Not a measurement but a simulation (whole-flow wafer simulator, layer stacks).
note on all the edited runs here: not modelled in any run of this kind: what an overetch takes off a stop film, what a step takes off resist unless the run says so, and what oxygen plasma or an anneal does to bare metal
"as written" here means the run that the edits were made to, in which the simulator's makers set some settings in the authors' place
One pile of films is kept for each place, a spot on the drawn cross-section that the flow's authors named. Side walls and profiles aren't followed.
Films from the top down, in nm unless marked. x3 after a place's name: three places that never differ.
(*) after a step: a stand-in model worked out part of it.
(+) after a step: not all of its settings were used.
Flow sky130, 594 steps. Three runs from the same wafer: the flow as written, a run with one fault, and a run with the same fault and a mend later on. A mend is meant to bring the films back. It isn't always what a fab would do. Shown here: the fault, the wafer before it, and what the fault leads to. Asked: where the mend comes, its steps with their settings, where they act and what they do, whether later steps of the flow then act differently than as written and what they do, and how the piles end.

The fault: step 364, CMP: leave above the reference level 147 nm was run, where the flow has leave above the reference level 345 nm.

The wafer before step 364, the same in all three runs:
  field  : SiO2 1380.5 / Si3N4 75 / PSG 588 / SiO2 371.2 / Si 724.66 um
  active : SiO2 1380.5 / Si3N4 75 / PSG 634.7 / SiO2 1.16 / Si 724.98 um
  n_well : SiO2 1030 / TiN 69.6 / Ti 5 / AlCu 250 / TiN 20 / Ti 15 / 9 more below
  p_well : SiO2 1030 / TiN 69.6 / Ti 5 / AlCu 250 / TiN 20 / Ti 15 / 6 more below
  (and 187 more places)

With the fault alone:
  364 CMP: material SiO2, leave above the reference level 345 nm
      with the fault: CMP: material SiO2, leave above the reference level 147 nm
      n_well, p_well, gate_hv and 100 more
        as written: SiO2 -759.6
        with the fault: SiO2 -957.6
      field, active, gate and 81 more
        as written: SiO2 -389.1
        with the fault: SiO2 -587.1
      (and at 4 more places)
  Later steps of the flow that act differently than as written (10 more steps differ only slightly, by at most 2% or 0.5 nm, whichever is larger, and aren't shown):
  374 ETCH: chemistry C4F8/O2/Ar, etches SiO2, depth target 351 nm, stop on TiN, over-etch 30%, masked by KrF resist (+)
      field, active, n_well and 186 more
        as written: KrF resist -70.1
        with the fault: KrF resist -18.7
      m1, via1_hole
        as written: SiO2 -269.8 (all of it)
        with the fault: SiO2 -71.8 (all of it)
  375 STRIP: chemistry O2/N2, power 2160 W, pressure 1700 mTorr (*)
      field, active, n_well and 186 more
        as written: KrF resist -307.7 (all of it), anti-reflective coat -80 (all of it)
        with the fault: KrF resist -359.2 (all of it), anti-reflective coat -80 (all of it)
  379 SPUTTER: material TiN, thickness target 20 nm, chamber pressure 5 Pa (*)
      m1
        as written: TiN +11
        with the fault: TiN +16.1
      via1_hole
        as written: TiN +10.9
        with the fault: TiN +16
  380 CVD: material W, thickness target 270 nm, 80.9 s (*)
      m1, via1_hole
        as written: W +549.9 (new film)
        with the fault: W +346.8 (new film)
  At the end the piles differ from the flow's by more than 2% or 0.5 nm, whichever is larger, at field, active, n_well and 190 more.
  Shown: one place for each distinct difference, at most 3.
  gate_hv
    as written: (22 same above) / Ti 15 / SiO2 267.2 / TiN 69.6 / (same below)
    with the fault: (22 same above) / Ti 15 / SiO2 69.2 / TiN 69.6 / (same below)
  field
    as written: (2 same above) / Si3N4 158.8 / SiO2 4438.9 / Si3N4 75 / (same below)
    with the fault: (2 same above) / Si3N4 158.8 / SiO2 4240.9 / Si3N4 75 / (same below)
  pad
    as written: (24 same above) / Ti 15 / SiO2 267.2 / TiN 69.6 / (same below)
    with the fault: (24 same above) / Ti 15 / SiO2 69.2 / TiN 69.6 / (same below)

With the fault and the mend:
  The mend comes after step 364.
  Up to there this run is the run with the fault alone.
  364a HDPCVD: thickness target 198 nm (*) (the flow's step 363 once more, with other settings)
      field, active, n_well and 188 more
        SiO2 +198
  No later step of the flow acts differently than as written, at any place that is followed, by more than 2% or 0.5 nm, whichever is larger.
  At the end the piles are the same as the flow's at every place that both follow.
